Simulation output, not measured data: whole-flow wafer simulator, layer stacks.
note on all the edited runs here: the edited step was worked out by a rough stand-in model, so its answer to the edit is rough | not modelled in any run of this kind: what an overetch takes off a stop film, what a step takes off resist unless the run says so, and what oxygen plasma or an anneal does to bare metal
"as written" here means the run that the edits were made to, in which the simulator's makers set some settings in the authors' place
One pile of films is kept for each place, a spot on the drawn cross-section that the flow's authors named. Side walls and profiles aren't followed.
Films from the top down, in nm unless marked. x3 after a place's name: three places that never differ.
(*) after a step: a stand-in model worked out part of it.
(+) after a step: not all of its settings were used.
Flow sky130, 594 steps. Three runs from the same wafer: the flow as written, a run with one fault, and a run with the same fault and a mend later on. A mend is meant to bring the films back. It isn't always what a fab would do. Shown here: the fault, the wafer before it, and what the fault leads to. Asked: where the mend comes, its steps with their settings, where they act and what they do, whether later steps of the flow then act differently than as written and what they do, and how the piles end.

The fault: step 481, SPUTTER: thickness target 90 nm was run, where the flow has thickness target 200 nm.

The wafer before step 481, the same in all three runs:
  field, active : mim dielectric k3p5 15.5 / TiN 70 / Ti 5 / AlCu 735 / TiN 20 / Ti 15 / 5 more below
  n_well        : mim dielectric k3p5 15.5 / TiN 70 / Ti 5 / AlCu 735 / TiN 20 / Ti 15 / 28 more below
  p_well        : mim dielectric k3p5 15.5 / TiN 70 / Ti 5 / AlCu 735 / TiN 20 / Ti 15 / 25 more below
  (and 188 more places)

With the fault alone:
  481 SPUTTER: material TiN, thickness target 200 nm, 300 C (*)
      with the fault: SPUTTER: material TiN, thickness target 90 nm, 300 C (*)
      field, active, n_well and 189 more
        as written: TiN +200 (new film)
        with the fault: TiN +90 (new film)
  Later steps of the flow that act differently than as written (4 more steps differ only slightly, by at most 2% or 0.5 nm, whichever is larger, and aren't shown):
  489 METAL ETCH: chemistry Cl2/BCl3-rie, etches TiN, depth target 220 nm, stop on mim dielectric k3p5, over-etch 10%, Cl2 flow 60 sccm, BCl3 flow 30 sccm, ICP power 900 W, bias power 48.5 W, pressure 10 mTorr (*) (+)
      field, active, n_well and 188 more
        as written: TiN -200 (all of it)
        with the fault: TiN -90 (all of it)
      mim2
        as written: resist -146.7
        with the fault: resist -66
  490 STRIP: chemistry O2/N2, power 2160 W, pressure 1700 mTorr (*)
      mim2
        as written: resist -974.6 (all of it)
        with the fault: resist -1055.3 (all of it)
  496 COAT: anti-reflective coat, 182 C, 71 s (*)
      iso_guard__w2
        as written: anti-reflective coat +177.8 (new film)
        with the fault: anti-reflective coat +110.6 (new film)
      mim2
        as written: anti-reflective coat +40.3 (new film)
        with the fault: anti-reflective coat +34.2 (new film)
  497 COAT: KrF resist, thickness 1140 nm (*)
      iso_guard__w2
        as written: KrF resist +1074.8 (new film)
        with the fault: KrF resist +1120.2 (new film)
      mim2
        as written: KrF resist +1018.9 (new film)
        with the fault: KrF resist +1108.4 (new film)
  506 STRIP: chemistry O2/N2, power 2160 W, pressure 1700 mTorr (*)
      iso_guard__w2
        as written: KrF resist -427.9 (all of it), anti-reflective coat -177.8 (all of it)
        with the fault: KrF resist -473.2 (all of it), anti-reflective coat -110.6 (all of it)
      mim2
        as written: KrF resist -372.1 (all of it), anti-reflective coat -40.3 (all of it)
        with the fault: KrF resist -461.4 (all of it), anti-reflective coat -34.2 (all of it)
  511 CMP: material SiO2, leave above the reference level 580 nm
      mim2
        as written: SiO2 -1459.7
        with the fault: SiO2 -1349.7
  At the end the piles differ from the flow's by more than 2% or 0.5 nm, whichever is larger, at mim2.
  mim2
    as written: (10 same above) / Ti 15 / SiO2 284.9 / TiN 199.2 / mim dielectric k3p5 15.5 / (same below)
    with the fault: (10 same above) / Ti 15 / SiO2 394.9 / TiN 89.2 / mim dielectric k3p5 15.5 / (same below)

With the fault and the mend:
  The mend comes after step 481.
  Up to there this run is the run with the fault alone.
  481a SPUTTER: material TiN, thickness target 110 nm, 300 C (*) (the flow's step 481 once more, with other settings)
      field, active, n_well and 189 more
        TiN +110
  No later step of the flow acts differently than as written at any place that is followed.
  At the end the piles are the same as the flow's at every place that both follow.
